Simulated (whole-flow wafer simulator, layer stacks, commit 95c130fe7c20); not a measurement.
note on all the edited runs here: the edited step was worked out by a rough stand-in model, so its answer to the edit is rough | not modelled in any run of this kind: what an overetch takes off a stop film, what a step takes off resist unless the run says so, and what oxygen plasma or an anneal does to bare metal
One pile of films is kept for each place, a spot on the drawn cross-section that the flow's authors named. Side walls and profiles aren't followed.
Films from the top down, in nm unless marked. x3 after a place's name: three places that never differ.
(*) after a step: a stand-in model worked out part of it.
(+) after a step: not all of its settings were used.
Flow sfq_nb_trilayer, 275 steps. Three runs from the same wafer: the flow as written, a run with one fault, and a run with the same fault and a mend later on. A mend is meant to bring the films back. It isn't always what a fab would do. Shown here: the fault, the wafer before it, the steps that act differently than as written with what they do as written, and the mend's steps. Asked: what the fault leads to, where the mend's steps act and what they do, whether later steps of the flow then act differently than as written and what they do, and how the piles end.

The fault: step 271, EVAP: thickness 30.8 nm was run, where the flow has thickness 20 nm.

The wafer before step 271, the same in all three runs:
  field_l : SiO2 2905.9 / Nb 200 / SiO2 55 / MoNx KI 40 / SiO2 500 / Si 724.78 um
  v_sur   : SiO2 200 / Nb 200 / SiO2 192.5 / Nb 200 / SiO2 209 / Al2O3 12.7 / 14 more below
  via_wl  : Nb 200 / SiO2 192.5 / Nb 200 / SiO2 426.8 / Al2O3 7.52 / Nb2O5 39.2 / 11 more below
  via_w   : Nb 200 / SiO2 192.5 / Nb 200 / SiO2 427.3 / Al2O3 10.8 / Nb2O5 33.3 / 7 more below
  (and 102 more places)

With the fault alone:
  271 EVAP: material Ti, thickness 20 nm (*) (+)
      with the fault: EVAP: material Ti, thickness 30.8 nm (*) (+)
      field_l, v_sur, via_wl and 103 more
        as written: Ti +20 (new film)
        with the fault: Ti +30.8 (new film)
  Later steps of the flow that act differently than as written:
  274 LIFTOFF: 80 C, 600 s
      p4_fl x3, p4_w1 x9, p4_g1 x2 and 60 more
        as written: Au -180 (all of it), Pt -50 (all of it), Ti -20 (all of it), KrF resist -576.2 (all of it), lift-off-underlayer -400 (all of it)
        with the fault: Au -180 (all of it), Pt -50 (all of it), Ti -30.8 (all of it), KrF resist -576.2 (all of it), lift-off-underlayer -400 (all of it)
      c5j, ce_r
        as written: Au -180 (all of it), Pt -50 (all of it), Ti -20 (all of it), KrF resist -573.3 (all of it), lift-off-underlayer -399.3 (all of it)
        with the fault: Au -180 (all of it), Pt -50 (all of it), Ti -30.8 (all of it), KrF resist -573.3 (all of it), lift-off-underlayer -399.3 (all of it)
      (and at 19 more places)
  At the end the piles differ from the flow's by more than 2% or 0.5 nm, whichever is larger, at field_l, v_sur, via_wl and 8 more.
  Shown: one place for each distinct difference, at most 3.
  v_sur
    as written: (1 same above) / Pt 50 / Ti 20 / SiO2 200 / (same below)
    with the fault: (1 same above) / Pt 50 / Ti 30.8 / SiO2 200 / (same below)
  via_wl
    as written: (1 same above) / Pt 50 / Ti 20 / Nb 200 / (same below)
    with the fault: (1 same above) / Pt 50 / Ti 30.8 / Nb 200 / (same below)
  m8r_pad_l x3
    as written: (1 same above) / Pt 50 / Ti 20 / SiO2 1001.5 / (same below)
    with the fault: (1 same above) / Pt 50 / Ti 30.8 / SiO2 1001.5 / (same below)

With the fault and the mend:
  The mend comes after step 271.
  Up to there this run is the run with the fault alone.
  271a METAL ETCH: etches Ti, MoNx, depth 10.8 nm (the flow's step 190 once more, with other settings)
      field_l, v_sur, via_wl and 103 more
        Ti -10.8
  No later step of the flow acts differently than as written at any place that is followed.
  At the end the piles are the same as the flow's at every place that both follow.
